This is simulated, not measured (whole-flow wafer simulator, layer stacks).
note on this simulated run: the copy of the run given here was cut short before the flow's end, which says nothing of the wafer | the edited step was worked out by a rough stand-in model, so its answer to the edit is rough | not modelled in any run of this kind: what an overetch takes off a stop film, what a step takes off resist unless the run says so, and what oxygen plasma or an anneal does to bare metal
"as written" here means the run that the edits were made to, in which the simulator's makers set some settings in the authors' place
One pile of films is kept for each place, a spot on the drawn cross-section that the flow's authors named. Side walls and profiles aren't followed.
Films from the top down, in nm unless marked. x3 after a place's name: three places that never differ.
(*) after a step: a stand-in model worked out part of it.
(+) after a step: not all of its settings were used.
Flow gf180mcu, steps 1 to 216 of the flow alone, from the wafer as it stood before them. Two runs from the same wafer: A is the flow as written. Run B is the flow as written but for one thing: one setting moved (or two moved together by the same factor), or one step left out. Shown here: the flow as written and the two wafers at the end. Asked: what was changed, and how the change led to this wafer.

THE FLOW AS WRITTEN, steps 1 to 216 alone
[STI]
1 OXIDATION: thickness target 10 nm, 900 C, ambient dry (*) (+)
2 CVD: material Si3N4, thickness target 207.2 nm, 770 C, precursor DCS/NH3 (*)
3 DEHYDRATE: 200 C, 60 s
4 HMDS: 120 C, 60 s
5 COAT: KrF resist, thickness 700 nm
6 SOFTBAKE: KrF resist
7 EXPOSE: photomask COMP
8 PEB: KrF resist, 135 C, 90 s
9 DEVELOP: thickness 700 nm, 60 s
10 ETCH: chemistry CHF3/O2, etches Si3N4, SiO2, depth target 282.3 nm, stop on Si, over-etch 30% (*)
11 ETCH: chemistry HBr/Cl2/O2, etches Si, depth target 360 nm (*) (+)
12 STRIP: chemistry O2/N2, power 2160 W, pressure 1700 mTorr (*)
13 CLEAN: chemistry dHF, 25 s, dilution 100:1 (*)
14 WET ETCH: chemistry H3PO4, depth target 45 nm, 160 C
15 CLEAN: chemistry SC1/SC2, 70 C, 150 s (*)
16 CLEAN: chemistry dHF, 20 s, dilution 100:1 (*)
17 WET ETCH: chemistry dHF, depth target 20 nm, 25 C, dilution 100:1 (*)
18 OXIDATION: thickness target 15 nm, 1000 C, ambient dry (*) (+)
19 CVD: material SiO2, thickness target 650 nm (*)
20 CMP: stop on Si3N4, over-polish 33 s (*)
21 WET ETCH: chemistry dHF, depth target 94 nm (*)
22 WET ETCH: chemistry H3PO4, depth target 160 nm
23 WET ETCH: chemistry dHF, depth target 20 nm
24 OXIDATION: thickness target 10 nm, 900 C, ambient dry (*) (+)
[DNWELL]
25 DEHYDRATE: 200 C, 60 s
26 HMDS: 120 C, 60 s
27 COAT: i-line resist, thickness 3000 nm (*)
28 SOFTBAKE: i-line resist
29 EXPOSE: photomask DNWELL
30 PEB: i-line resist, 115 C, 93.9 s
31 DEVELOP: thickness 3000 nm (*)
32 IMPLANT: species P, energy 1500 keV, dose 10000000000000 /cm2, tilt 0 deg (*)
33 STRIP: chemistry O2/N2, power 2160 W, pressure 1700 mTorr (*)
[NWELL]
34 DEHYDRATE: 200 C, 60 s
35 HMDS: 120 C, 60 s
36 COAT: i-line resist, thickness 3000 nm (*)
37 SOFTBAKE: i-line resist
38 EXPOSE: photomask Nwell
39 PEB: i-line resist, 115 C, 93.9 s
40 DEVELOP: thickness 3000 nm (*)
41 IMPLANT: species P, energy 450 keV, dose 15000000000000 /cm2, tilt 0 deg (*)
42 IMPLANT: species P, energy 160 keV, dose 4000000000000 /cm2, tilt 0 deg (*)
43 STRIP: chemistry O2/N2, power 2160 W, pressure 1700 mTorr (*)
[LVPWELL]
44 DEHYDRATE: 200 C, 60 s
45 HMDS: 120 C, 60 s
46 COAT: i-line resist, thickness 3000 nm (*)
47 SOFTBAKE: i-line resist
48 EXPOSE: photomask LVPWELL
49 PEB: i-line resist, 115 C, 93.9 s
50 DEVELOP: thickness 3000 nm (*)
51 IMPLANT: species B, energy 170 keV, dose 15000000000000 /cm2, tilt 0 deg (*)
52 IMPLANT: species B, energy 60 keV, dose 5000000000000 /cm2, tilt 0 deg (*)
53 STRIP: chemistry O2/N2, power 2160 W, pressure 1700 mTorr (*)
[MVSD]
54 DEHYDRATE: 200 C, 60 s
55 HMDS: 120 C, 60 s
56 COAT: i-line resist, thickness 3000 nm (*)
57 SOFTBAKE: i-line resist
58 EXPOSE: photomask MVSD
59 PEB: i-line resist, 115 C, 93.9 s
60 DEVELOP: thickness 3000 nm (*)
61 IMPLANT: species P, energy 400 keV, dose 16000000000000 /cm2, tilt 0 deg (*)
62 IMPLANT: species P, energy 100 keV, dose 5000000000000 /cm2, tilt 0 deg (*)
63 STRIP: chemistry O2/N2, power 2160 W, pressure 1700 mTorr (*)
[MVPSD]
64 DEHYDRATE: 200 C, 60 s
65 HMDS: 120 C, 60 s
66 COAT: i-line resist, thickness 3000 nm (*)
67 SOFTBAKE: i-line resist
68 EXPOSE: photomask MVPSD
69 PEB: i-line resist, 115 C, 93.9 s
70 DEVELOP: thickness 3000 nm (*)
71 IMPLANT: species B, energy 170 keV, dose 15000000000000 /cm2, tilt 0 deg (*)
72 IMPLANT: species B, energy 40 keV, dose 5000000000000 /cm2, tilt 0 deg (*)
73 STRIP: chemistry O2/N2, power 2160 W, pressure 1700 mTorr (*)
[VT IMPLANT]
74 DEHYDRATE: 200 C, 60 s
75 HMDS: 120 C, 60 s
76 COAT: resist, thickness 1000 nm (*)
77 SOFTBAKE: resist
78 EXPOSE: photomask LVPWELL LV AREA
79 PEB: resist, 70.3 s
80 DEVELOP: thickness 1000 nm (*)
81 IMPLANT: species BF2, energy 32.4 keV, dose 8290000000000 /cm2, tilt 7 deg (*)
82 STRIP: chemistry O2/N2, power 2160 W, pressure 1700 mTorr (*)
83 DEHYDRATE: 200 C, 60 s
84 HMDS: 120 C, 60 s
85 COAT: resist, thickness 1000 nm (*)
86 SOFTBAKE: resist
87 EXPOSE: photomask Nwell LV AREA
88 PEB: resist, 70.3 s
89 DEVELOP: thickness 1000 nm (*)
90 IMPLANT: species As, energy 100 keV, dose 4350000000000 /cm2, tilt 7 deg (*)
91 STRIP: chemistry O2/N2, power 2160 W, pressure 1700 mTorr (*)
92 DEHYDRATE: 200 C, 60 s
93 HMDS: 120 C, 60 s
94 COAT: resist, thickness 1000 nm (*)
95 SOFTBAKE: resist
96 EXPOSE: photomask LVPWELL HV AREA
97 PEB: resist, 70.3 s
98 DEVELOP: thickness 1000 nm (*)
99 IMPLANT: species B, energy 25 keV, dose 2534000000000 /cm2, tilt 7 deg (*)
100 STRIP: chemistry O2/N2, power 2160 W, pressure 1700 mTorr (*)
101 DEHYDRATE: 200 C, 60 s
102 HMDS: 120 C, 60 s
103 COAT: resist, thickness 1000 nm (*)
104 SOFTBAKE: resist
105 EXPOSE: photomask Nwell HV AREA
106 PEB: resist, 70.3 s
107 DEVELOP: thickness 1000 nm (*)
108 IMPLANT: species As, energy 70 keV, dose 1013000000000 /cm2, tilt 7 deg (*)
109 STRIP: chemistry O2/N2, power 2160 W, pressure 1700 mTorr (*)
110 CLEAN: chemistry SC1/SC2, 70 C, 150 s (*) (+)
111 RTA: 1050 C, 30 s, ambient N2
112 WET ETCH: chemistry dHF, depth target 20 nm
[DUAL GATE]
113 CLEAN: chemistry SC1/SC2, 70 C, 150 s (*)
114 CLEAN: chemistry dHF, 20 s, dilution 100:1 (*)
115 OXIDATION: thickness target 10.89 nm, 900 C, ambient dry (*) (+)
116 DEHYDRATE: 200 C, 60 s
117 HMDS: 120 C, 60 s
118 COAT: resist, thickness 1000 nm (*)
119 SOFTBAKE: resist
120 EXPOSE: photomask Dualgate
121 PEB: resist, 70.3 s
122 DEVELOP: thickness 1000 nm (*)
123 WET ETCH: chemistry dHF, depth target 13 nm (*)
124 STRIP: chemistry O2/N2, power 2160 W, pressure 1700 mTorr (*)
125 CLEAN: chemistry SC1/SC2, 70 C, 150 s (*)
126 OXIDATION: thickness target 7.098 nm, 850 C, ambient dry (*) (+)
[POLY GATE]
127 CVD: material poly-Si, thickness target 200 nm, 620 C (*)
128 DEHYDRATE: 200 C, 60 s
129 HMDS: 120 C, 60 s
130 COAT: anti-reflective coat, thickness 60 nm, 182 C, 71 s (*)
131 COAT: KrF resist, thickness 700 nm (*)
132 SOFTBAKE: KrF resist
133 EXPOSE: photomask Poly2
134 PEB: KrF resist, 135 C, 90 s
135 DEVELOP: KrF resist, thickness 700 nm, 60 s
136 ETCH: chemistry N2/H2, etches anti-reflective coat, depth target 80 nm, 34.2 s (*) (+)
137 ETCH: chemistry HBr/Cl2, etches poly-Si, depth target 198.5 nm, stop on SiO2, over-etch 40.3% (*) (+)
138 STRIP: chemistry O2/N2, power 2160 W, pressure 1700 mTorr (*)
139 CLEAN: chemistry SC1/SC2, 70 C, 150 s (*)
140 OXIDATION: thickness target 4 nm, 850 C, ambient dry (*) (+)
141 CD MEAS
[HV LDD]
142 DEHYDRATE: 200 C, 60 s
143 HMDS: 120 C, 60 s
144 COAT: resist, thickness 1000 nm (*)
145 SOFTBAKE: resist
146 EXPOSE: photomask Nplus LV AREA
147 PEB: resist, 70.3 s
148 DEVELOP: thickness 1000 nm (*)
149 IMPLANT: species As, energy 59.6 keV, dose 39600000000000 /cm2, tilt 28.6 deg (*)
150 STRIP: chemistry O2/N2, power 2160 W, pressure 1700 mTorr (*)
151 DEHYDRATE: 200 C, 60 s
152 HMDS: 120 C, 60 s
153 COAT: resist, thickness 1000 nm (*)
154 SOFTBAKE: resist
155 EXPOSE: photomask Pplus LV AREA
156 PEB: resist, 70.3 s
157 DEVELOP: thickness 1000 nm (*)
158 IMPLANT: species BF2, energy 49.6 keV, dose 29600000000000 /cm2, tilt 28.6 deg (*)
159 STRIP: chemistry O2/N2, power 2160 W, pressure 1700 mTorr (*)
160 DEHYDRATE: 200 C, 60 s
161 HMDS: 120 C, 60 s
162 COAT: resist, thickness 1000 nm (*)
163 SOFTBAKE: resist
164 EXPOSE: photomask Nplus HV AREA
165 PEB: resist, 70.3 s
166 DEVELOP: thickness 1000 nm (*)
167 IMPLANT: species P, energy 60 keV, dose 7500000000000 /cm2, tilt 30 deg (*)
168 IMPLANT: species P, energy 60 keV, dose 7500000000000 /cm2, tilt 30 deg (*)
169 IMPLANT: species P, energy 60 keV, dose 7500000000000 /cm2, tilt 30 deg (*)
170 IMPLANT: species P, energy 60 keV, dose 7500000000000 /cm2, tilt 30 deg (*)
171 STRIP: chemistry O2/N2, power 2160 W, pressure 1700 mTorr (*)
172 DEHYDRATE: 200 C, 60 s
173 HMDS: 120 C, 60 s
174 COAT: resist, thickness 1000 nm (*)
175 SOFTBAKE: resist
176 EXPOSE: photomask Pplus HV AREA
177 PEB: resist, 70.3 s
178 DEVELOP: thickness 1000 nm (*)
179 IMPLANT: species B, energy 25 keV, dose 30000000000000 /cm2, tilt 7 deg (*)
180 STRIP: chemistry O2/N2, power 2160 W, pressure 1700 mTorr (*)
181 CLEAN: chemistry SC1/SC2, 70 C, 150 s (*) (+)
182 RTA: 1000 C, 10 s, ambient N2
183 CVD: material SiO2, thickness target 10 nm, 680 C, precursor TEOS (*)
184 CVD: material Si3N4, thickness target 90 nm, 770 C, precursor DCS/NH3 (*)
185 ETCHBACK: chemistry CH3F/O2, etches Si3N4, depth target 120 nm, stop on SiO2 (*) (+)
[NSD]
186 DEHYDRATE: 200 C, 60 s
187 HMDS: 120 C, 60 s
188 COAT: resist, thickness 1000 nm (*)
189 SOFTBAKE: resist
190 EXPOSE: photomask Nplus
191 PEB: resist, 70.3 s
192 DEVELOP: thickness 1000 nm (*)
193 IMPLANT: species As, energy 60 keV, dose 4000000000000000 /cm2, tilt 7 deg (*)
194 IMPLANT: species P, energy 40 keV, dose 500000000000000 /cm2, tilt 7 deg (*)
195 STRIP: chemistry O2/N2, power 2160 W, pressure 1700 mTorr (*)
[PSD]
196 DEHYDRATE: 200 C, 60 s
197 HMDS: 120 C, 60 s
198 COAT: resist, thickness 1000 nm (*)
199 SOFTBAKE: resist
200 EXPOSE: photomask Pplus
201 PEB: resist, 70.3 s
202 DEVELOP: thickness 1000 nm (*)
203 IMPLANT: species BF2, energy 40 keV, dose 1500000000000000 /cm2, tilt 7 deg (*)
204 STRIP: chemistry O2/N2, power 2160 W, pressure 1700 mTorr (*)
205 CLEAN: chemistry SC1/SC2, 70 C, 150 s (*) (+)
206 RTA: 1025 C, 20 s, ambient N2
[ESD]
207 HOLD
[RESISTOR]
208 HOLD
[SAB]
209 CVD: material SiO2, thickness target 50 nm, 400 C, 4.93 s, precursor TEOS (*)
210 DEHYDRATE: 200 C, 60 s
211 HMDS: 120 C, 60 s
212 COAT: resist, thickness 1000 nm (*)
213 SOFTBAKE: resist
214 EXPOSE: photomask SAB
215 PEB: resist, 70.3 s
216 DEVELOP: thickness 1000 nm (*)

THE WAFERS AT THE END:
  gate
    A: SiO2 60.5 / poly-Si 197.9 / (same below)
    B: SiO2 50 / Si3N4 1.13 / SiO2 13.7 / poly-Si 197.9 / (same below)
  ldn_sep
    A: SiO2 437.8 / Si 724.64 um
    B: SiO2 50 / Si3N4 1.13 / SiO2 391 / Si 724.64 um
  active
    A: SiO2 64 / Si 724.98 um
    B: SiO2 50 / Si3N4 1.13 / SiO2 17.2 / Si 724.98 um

The cause: step 185, ETCHBACK: depth target 88.8 nm was run, where the flow has depth target 120 nm.

How the change led to this, step by step:
  185 ETCHBACK: chemistry CH3F/O2, etches Si3N4, depth target 120 nm, stop on SiO2 (*) (+)
      field, field__w1, field__w2 and 100 more: A Si3N4 -90 (all of it), SiO2 -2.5 | B Si3N4 -88.8
  189 SOFTBAKE: resist
      field__w9: A resist +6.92 | B resist -3.14
      nw_enc_fld_lv: A resist +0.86 | B resist +5.57
  199 SOFTBAKE: resist
      field__w9: A resist +6.92 | B resist -3.14
      nw_enc_fld_lv: A resist +0.86 | B resist +5.57
  205 CLEAN: chemistry SC1/SC2, 70 C, 150 s (*) (+)
      field, field__w1, field__w2 and 105 more: A SiO2 -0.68 | B Si3N4 -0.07
  209 CVD: material SiO2, thickness target 50 nm, 400 C, 4.93 s, precursor TEOS (*)
      field, field__w7, field__w8 and 73 more: A SiO2 +50 | B SiO2 +50 (new film)
      field_sub__w1, field_sub__w3, field_sub__w4, field_sub__w5, ld_drift_n: A SiO2 +48.9 | B SiO2 +48.8 (new film)
      (and at 27 more places)
